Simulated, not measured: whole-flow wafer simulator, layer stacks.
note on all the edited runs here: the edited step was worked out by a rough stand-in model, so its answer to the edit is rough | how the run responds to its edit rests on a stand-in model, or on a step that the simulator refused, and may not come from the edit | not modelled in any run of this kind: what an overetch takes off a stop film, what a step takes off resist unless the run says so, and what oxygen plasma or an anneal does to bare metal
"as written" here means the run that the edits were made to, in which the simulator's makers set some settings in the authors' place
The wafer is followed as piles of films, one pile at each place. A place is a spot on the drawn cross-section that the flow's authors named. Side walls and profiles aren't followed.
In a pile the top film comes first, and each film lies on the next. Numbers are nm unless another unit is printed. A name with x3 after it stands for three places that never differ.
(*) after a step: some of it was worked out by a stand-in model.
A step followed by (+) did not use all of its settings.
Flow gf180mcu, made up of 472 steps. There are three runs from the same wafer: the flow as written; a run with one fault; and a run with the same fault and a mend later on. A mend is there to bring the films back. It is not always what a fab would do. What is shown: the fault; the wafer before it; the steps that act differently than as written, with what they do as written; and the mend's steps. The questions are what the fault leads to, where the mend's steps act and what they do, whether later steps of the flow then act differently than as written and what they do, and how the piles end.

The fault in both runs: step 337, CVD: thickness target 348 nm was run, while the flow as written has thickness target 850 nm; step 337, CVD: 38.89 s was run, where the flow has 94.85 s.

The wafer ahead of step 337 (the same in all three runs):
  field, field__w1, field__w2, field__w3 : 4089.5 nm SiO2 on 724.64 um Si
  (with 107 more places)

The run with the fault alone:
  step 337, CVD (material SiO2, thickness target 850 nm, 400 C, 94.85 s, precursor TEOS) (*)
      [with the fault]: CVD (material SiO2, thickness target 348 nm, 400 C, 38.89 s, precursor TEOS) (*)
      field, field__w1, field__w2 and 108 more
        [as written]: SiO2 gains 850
        [with the fault]: SiO2 gains 359
  Steps later in the flow that act otherwise than as written (1 other step is not shown; it differs only slightly, by no more than 2% or 0.5 nm, whichever is larger):
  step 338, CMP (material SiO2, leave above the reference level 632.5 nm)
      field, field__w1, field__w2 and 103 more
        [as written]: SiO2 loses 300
        [with the fault]: nothing
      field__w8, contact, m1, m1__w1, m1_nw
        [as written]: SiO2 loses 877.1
        [with the fault]: SiO2 loses 386.1
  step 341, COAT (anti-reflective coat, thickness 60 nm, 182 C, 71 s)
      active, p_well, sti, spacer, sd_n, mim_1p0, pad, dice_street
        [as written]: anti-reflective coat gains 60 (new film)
        [with the fault]: anti-reflective coat gains 61.3 (new film)
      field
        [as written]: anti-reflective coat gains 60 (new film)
        [with the fault]: anti-reflective coat gains 148.3 (new film)
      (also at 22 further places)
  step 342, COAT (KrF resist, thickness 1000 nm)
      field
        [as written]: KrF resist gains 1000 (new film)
        [with the fault]: KrF resist gains 961.9 (new film)
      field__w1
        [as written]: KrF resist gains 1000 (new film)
        [with the fault]: KrF resist gains 971.6 (new film)
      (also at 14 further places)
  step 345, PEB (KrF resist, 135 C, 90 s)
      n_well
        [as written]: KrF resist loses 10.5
        [with the fault]: KrF resist loses 9.54
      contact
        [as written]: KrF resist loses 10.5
        [with the fault]: KrF resist loses 8.91
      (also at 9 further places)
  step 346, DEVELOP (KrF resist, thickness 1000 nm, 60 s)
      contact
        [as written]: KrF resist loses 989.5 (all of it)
        [with the fault]: KrF resist loses 887.2 (all of it)
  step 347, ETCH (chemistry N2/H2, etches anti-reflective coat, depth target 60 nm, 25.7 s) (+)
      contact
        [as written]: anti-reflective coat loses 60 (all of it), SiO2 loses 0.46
        [with the fault]: anti-reflective coat loses 18.7 (all of it), SiO2 loses 1.52
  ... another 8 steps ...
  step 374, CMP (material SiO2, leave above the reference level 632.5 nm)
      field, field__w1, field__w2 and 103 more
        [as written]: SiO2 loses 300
        [with the fault]: SiO2 loses 287.7
  The piles end different from the flow's at field, field__w1, field__w2 and 109 more by more than 2% or 0.5 nm, whichever is larger.
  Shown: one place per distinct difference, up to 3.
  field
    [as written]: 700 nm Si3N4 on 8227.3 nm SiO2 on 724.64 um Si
    [with the fault]: 700 nm Si3N4 on 3603.9 nm SiO2 on 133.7 nm W on 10 nm TiN on 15 nm Ti on 4448.5 nm SiO2 on 724.64 um Si
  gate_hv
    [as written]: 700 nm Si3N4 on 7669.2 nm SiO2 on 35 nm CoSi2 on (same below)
    [with the fault]: 700 nm Si3N4 on 3603.9 nm SiO2 on 133.7 nm W on 10 nm TiN on 15 nm Ti on 3890.4 nm SiO2 on 35 nm CoSi2 on (same below)
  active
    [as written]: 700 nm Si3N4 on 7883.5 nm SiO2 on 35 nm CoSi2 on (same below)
    [with the fault]: 700 nm Si3N4 on 3603.9 nm SiO2 on 133.7 nm W on 10 nm TiN on 15 nm Ti on 4104.7 nm SiO2 on 35 nm CoSi2 on (same below)

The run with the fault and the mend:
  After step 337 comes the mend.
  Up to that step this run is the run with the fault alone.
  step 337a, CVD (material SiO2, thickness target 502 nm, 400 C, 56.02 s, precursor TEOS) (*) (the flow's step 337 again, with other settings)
      field, field__w1, field__w2 and 108 more
        SiO2 gains 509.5
  Steps later in the flow that act otherwise than as written:
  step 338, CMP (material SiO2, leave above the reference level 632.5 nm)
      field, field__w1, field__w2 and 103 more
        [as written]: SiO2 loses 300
        [with the mend]: SiO2 loses 318.5
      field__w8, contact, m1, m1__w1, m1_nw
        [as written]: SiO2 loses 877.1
        [with the mend]: SiO2 loses 895.6
  By the end, the piles equal the flow's at every place that both follow.
